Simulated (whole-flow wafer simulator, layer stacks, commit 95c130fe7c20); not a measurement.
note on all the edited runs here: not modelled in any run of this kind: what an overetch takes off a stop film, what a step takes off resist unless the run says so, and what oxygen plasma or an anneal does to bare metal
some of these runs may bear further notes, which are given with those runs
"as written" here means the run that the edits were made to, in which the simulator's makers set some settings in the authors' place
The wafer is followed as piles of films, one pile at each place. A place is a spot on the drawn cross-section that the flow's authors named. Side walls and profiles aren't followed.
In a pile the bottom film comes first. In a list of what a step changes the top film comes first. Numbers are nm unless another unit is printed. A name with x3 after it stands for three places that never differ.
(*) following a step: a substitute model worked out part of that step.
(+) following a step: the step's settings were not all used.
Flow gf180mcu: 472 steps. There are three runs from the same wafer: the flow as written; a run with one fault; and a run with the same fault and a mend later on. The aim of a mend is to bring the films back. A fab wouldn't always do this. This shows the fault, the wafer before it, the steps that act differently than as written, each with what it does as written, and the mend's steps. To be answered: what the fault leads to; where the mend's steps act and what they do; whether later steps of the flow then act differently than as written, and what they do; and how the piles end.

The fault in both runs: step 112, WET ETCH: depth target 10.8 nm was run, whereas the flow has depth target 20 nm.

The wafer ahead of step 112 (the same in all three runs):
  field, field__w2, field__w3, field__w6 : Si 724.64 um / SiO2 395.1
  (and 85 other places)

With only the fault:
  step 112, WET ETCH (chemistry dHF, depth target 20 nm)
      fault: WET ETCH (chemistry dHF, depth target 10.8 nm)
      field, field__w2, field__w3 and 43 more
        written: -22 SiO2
        fault: -11.9 SiO2
  Later steps of the flow acting differently than as written (47 more steps, not shown, differ only slightly: by at most 2% or 0.5 nm, whichever is larger):
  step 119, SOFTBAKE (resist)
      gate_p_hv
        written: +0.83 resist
        fault: +1.35 resist
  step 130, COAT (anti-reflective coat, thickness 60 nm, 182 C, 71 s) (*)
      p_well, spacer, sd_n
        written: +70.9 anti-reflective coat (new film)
        fault: +80.6 anti-reflective coat (new film)
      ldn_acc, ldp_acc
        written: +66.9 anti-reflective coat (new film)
        fault: +70.8 anti-reflective coat (new film)
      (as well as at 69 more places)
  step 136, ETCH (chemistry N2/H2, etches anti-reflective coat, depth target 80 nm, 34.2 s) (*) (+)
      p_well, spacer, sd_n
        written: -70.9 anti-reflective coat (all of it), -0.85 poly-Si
        fault: -80.6 anti-reflective coat (all of it), -0.6 poly-Si
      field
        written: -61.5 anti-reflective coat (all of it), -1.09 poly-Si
        fault: -58.2 anti-reflective coat (all of it), -1.17 poly-Si
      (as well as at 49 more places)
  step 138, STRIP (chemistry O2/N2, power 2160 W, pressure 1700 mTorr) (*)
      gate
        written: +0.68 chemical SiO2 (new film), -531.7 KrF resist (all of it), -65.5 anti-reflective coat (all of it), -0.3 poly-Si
        fault: +0.68 chemical SiO2 (new film), -532.2 KrF resist (all of it), -69.9 anti-reflective coat (all of it), -0.3 poly-Si
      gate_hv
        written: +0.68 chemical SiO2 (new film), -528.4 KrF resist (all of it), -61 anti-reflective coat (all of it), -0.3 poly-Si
        fault: +0.68 chemical SiO2 (new film), -530.5 KrF resist (all of it), -62.6 anti-reflective coat (all of it), -0.3 poly-Si
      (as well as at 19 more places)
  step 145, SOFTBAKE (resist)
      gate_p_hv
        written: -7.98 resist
        fault: -7.4 resist
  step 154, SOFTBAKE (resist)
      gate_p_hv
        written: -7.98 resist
        fault: -7.4 resist
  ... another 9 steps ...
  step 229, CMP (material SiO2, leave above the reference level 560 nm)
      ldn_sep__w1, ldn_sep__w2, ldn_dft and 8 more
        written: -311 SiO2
        fault: -321.1 SiO2
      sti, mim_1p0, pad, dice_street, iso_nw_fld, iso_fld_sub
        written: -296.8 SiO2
        fault: -306.9 SiO2
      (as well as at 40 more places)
  At ld_fp_n, ld_fp_p, npoly_u and 9 more, the piles at the end differ from the flow's by more than 2% or 0.5 nm, whichever is larger.
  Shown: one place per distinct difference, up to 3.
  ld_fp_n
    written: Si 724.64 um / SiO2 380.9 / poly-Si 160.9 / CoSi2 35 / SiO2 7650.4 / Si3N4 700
    fault: Si 724.64 um / SiO2 391 / poly-Si 160.9 / CoSi2 35 / SiO2 7640.3 / Si3N4 700
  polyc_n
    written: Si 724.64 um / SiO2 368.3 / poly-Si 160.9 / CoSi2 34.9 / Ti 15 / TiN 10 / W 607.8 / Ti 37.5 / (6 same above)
    fault: Si 724.64 um / SiO2 378.4 / poly-Si 160.9 / CoSi2 34.9 / Ti 15 / TiN 10 / W 597.7 / Ti 37.5 / (6 same above)
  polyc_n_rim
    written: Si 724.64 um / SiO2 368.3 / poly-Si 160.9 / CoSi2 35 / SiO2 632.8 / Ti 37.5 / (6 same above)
    fault: Si 724.64 um / SiO2 378.4 / poly-Si 160.9 / CoSi2 35 / SiO2 622.7 / Ti 37.5 / (6 same above)

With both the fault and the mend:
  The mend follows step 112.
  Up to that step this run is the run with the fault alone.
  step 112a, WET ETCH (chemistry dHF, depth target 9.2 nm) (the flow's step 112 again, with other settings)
      field, field__w2, field__w3 and 43 more
        -9.2 SiO2
  Later steps of the flow acting differently than as written (57 more steps, not shown, differ only slightly: by at most 2% or 0.5 nm, whichever is larger):
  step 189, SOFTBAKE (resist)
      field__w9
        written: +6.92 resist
        mend: -3.07 resist
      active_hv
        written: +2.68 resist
        mend: -0.53 resist
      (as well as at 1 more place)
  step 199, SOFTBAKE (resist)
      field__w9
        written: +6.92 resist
        mend: -3.07 resist
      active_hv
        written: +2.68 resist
        mend: -0.53 resist
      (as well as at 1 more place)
  The piles end only slightly different from the flow's at the places that both follow, by no more than 2% or 0.5 nm, whichever is larger.
